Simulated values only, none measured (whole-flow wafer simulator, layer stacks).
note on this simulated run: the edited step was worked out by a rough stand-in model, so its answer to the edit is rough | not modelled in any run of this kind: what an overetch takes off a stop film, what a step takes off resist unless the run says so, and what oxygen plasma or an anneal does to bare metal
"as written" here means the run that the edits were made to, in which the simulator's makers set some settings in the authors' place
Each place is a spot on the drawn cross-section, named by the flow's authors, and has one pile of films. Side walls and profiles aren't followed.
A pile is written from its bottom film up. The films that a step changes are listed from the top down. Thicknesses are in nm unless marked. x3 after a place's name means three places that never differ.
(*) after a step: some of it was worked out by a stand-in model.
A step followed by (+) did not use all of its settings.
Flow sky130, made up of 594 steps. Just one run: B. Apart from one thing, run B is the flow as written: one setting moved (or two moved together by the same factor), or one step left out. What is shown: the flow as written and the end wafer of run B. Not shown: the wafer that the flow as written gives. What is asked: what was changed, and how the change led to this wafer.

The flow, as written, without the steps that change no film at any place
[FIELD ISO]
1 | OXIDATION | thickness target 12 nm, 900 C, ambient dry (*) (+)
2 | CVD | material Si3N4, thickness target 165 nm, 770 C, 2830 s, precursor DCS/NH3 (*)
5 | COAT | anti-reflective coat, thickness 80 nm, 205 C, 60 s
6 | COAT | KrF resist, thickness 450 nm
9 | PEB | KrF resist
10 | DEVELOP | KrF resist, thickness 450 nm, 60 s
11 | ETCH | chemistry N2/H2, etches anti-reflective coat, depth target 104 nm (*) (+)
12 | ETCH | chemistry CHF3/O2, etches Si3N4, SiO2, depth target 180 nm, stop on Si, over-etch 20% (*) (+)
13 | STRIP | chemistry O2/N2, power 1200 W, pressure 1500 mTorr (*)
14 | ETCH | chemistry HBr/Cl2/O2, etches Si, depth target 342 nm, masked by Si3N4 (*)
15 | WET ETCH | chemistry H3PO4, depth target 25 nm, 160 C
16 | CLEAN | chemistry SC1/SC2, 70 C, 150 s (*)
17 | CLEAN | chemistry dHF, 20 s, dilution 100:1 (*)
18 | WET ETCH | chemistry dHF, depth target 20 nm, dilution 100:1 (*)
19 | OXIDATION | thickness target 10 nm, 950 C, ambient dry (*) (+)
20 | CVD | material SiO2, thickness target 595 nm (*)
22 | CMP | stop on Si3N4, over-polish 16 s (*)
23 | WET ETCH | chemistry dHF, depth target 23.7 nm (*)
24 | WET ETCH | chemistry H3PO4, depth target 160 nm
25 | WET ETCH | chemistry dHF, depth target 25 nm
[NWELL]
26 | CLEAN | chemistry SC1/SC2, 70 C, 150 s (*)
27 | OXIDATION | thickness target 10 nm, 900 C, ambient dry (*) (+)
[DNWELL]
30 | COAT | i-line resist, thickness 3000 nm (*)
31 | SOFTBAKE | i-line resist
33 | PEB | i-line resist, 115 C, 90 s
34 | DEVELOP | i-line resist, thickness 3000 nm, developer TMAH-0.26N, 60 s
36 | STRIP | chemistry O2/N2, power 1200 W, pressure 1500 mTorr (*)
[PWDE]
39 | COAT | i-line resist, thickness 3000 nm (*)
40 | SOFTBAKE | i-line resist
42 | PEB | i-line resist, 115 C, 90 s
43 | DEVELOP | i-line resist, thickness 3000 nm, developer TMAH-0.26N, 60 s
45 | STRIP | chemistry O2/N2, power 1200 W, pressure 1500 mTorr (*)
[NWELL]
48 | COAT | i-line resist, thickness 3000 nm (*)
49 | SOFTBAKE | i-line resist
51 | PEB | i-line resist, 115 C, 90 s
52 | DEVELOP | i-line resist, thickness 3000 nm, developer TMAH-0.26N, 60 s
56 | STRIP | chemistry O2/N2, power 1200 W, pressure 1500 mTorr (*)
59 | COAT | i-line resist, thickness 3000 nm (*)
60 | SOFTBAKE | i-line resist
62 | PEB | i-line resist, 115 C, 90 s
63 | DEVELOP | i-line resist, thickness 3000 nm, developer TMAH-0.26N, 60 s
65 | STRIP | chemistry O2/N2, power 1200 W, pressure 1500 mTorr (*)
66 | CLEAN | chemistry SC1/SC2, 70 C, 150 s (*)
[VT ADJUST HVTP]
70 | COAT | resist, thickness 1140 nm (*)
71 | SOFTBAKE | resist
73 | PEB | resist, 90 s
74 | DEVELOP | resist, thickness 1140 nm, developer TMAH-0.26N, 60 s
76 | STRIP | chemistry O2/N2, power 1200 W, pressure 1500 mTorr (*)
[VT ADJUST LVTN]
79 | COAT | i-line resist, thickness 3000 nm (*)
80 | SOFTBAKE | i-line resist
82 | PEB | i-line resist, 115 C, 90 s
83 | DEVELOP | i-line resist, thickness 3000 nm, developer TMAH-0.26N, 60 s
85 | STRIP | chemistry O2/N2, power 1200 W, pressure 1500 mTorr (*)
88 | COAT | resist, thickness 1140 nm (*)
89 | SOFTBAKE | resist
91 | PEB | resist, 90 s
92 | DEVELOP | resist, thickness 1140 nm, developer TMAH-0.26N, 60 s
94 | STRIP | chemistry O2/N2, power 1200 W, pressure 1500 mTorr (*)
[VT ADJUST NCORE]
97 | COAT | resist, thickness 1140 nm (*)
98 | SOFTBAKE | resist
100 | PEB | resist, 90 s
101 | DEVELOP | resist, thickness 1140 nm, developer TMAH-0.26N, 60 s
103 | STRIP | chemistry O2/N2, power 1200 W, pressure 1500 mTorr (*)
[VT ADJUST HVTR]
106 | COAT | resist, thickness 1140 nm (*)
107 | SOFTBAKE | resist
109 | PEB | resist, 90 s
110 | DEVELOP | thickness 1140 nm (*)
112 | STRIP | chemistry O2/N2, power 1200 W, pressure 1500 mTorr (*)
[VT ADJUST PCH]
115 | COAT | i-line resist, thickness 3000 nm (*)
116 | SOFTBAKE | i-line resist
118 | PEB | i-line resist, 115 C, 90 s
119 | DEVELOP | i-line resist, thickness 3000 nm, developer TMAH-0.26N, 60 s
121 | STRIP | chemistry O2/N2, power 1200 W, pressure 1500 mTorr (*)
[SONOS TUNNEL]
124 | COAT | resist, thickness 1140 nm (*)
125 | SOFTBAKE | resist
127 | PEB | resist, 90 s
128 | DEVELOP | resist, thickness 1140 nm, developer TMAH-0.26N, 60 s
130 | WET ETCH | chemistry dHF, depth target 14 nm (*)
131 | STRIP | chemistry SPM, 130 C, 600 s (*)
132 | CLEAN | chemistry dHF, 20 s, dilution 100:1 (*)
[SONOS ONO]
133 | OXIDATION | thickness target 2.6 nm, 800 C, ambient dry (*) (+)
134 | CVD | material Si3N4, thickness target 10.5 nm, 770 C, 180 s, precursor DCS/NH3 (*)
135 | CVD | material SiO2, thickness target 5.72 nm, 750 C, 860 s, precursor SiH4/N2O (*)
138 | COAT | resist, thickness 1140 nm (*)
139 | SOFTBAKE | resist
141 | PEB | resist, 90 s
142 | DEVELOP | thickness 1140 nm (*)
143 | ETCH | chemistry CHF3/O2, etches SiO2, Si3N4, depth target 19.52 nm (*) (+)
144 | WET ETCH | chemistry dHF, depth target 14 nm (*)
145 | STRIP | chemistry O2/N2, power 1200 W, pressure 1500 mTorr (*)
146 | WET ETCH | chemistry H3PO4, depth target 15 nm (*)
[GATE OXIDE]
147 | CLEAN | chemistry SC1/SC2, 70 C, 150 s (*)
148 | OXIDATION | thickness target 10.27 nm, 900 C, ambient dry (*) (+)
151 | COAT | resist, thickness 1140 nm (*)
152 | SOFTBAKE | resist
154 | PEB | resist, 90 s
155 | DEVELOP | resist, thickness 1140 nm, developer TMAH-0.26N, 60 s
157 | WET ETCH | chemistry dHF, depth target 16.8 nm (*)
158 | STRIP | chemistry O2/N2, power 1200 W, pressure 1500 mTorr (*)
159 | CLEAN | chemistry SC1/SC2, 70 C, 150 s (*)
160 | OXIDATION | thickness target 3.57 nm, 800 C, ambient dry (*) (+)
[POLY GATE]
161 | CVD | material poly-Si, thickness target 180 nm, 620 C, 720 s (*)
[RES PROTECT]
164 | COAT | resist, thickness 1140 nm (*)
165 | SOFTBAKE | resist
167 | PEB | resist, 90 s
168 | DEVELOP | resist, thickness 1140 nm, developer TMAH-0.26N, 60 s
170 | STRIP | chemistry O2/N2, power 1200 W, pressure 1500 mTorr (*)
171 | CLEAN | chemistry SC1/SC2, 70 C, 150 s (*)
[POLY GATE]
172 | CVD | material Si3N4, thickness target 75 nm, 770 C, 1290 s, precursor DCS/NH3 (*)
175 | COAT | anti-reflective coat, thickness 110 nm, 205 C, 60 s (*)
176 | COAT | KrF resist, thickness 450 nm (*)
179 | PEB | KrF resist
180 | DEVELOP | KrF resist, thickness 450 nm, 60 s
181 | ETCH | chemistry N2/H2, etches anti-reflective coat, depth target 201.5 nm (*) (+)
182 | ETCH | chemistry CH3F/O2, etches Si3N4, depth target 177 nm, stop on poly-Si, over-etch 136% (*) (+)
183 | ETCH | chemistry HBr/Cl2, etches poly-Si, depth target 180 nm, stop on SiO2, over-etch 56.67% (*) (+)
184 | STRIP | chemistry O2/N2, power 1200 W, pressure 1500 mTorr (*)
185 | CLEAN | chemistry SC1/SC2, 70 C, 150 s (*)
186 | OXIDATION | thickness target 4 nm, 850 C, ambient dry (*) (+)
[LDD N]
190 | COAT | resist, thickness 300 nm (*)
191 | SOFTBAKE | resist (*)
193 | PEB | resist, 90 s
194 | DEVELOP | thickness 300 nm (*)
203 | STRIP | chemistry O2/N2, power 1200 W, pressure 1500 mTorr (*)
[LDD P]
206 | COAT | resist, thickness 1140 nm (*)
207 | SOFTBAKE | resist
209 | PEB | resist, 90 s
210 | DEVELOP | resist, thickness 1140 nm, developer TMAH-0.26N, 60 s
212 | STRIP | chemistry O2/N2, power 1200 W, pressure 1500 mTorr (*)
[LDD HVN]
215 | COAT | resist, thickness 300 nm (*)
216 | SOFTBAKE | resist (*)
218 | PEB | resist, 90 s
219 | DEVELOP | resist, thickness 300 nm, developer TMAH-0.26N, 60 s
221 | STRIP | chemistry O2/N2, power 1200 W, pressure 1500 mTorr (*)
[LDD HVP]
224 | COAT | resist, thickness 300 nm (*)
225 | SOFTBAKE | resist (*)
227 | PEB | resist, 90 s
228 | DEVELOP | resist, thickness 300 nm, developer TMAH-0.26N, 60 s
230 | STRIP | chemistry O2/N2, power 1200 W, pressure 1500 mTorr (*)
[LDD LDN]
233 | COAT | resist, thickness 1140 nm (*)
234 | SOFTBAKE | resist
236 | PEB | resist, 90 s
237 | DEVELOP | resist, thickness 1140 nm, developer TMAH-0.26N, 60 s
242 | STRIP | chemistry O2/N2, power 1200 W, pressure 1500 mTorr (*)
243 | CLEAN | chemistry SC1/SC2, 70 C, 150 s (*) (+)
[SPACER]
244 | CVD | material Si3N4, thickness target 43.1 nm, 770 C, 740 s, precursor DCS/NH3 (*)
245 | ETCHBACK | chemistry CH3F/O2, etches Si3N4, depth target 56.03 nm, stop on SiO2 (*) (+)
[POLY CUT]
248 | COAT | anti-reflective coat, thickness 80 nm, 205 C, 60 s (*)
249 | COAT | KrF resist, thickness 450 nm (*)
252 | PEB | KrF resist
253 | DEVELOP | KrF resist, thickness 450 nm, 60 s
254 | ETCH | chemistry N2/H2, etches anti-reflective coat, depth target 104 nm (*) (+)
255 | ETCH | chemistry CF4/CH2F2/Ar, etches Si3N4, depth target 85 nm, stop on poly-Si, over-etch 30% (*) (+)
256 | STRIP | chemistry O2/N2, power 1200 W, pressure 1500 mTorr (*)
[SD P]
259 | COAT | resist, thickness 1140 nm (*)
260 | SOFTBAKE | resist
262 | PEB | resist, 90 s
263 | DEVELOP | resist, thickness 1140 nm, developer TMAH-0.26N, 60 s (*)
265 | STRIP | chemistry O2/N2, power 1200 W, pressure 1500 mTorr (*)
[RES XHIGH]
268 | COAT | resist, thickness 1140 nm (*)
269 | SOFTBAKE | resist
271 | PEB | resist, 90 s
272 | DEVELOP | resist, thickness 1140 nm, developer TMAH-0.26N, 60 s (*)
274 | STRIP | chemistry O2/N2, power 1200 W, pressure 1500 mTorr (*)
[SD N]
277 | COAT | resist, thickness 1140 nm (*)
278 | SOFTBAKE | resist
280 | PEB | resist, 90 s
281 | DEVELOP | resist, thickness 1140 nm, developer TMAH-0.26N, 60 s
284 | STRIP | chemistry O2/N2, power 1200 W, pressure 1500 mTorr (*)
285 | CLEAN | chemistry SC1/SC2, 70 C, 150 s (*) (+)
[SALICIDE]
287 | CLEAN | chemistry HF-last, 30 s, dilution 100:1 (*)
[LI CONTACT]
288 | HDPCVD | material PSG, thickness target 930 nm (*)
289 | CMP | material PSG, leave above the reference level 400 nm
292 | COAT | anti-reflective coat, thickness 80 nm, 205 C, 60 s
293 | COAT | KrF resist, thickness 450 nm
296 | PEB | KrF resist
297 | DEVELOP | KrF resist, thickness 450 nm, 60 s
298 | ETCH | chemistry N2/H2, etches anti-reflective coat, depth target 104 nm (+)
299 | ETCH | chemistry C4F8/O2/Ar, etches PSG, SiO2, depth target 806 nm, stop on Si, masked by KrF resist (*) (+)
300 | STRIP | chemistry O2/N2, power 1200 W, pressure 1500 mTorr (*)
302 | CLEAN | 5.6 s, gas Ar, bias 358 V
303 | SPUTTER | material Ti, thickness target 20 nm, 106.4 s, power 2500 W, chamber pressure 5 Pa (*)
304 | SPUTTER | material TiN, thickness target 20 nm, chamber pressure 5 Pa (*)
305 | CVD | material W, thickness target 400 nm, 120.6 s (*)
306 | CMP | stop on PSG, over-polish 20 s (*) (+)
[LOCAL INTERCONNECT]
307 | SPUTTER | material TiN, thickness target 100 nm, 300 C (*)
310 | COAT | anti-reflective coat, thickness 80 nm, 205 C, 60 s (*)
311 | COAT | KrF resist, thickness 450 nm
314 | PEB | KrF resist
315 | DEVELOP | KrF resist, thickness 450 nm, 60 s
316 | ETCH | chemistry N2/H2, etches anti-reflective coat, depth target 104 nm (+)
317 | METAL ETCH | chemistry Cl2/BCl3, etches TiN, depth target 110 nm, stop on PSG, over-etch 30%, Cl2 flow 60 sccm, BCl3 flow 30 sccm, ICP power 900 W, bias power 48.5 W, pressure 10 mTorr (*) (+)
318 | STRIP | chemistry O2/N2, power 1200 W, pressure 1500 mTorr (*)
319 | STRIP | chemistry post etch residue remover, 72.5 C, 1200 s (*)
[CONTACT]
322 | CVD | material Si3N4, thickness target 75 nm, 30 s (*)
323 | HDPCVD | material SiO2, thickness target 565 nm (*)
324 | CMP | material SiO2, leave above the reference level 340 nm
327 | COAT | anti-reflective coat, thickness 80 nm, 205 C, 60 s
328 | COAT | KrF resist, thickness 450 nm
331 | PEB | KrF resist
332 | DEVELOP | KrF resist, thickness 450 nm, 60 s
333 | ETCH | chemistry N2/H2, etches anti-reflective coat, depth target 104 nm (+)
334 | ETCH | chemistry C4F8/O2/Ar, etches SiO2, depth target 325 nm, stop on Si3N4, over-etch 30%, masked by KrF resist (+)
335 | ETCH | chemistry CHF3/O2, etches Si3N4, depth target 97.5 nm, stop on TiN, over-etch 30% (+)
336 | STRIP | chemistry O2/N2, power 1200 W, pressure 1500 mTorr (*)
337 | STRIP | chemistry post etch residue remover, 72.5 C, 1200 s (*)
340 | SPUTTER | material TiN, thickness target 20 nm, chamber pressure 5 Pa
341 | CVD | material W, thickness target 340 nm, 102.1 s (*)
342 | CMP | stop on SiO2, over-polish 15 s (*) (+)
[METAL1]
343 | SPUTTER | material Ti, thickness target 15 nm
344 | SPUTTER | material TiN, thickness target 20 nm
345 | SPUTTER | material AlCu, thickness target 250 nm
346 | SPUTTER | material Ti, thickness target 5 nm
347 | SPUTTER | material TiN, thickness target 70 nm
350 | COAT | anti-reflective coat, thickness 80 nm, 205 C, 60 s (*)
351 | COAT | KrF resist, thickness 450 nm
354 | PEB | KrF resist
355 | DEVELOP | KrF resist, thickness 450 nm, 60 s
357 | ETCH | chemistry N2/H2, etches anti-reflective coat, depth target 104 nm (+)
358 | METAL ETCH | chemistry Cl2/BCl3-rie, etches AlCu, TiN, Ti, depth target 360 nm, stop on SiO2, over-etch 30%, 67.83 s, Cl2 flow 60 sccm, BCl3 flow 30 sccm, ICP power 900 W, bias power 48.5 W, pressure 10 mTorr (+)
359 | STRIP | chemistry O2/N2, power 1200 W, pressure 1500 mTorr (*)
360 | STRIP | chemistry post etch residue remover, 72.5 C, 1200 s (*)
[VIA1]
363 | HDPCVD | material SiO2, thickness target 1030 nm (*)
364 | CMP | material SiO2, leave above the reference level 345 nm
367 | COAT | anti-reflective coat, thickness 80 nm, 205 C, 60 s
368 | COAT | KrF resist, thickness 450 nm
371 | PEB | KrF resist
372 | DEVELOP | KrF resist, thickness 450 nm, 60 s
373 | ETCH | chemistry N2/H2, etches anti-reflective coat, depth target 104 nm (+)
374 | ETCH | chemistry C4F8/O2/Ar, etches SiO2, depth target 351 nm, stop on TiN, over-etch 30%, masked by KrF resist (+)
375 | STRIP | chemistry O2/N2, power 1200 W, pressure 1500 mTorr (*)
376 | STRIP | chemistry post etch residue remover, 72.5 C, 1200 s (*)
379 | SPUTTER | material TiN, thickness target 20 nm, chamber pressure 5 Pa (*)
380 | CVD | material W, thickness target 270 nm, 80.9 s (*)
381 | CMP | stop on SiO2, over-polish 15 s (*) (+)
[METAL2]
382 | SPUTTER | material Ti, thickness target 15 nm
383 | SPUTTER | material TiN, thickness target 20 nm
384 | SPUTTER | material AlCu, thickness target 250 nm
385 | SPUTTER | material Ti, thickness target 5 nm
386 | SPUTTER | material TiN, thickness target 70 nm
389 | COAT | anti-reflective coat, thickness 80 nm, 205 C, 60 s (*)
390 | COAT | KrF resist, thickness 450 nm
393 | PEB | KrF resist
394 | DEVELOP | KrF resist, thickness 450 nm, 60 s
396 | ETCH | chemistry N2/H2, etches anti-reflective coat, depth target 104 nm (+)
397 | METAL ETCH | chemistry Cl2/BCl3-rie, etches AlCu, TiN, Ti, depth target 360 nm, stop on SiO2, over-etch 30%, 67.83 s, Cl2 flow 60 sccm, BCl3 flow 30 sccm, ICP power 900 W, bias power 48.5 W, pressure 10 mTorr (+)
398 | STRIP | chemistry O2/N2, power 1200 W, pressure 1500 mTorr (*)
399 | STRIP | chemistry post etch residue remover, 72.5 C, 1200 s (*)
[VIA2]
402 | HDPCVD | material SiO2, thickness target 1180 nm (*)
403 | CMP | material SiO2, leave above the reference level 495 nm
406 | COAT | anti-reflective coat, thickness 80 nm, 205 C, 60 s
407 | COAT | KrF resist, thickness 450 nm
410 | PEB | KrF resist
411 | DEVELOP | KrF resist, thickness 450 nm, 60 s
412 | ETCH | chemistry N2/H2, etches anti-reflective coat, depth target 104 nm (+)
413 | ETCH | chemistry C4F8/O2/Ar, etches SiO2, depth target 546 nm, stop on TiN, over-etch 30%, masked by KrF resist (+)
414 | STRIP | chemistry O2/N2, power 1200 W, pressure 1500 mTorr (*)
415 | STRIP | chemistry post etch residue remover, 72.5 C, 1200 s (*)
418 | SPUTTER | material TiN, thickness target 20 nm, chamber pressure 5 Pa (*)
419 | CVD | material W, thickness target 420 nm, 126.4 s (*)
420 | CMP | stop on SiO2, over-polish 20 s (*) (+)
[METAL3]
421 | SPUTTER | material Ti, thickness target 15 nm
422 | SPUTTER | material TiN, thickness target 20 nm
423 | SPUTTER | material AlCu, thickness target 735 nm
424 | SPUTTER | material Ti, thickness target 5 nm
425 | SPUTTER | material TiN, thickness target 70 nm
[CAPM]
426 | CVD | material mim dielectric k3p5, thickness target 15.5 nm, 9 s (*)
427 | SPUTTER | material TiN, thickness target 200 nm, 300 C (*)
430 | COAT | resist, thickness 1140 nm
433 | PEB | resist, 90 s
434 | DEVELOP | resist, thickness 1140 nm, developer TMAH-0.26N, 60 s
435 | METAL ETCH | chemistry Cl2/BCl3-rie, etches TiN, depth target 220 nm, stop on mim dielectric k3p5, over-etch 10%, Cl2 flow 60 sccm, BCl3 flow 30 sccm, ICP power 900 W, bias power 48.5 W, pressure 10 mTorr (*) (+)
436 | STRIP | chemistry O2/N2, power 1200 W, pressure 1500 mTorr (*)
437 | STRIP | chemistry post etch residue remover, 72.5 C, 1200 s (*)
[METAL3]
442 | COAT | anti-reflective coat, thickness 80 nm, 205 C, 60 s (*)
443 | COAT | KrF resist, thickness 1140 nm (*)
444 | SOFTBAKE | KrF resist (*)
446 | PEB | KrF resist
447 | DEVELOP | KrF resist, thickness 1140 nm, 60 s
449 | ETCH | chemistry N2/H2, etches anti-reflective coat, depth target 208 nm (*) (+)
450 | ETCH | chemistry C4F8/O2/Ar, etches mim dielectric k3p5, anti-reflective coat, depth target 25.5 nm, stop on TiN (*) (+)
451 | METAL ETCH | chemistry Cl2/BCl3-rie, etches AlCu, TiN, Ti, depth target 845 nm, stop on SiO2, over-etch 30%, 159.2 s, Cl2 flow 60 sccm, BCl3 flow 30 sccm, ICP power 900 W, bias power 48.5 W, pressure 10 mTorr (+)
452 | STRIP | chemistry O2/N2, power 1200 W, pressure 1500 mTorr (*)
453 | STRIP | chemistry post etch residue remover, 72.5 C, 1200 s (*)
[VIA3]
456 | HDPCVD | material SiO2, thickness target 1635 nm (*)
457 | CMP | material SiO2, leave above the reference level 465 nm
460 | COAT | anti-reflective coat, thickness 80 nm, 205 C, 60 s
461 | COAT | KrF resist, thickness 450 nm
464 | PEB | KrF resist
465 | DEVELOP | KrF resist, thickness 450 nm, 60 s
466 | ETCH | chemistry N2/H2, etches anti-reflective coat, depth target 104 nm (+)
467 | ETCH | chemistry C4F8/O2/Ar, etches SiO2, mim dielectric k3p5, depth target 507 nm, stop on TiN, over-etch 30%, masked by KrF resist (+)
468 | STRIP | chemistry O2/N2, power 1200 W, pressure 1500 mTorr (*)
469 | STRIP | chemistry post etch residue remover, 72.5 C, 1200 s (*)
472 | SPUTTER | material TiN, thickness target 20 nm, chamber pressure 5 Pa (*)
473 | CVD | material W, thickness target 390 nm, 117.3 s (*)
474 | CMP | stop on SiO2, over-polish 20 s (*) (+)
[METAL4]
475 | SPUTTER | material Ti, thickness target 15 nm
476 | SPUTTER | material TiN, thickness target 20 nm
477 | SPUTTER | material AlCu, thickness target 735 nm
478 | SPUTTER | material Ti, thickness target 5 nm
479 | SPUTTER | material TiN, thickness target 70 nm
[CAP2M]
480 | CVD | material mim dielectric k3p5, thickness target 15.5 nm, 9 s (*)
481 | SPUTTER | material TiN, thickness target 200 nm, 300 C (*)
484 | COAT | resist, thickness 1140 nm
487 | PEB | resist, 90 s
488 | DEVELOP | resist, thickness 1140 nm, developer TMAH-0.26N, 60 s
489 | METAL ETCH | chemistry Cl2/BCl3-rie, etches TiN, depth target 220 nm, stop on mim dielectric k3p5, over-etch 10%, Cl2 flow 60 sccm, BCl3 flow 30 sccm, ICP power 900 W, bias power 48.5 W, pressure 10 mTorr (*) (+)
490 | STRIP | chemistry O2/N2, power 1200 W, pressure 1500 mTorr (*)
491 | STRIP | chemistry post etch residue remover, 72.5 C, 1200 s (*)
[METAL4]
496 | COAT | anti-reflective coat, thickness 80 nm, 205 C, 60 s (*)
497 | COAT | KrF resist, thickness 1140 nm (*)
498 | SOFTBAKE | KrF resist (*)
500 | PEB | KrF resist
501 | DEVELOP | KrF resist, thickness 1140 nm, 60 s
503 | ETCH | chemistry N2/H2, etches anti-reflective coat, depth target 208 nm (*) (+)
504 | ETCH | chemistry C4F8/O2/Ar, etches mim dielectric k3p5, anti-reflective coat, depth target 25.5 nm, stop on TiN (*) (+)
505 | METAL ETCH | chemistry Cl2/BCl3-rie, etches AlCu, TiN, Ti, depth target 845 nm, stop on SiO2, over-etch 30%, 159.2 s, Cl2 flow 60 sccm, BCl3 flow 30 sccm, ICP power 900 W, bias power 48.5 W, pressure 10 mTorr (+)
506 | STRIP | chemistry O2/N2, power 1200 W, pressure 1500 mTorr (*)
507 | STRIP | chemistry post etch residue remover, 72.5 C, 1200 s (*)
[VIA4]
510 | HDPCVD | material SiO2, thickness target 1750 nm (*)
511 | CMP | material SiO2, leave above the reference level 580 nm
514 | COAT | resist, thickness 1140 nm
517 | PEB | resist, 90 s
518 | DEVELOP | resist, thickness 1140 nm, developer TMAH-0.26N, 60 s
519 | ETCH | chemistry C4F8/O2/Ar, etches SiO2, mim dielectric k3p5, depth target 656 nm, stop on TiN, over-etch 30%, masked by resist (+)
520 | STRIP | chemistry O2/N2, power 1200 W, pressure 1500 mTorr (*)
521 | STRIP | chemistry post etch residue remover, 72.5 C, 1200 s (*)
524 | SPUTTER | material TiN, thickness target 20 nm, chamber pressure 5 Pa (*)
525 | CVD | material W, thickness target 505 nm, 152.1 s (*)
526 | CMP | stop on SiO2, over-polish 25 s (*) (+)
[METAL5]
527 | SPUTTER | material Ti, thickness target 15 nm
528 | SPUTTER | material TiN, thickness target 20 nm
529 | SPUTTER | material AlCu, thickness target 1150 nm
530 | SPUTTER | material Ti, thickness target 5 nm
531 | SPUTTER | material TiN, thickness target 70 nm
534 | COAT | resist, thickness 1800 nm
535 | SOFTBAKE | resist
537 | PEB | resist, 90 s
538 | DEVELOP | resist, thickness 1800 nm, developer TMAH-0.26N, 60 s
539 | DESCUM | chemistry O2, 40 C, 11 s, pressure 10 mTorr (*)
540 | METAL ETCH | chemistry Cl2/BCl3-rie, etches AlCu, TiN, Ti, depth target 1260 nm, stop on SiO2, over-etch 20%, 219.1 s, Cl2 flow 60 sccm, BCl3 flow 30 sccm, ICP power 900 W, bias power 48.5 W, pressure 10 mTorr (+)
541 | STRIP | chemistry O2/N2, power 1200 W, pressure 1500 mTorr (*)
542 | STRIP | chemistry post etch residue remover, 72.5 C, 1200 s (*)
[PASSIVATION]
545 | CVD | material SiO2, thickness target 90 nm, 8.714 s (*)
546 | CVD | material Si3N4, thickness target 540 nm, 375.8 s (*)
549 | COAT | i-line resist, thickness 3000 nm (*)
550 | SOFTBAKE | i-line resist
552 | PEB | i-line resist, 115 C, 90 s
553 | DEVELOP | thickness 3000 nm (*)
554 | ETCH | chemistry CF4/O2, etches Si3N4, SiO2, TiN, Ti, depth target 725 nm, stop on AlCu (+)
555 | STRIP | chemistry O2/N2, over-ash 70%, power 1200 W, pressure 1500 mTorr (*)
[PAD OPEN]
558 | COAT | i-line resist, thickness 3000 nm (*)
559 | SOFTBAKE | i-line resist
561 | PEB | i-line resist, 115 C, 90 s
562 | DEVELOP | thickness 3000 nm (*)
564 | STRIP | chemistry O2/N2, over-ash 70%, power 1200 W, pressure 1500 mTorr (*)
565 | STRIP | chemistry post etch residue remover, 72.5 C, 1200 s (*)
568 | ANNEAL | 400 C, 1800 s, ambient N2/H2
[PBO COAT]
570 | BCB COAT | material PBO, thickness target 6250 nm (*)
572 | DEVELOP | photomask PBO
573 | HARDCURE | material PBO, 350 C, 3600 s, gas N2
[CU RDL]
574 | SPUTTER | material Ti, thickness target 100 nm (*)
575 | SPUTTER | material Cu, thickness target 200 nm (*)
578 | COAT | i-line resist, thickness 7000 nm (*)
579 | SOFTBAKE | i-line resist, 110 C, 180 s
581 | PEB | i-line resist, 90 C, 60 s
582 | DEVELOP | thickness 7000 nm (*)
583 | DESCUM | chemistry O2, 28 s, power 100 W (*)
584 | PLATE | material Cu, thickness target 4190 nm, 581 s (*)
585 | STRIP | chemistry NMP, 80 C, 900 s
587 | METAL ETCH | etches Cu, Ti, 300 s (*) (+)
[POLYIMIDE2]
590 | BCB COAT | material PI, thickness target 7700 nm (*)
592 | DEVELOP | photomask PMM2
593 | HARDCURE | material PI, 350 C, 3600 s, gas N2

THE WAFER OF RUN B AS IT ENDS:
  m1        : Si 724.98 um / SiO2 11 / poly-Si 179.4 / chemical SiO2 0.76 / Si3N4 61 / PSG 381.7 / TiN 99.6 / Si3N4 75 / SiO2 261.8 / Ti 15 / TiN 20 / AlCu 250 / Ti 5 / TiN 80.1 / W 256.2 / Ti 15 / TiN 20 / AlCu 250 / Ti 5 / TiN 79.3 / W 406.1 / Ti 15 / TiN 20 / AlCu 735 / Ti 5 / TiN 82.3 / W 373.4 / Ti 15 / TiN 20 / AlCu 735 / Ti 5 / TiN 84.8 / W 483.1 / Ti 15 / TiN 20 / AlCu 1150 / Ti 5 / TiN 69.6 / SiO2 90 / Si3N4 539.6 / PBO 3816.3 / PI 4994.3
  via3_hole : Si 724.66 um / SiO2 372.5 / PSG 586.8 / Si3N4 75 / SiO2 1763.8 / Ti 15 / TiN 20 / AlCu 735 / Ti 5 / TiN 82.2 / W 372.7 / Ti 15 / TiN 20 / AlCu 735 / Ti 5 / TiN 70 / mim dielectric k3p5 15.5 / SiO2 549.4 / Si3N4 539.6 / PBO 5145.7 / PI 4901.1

What caused this: step 472, SPUTTER: thickness target 24 nm was run, though the flow has thickness target 20 nm.

Step by step, how the change led to this:
  472 | SPUTTER | material TiN, thickness target 20 nm, chamber pressure 5 Pa (*)
      field, active, n_well and 187 more: +24 TiN (new film) (it would be, as written: +20 TiN (new film))
      m1, via3_hole: +12.7 TiN (it would be, as written: +10.6 TiN)
  474 | CMP | stop on SiO2, over-polish 20 s (*) (+)
      field, active, n_well and 187 more: -390 W (all of it), -24 TiN (all of it), -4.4 SiO2 (it would be, as written: -390 W (all of it), -20 TiN (all of it), -4.4 SiO2)
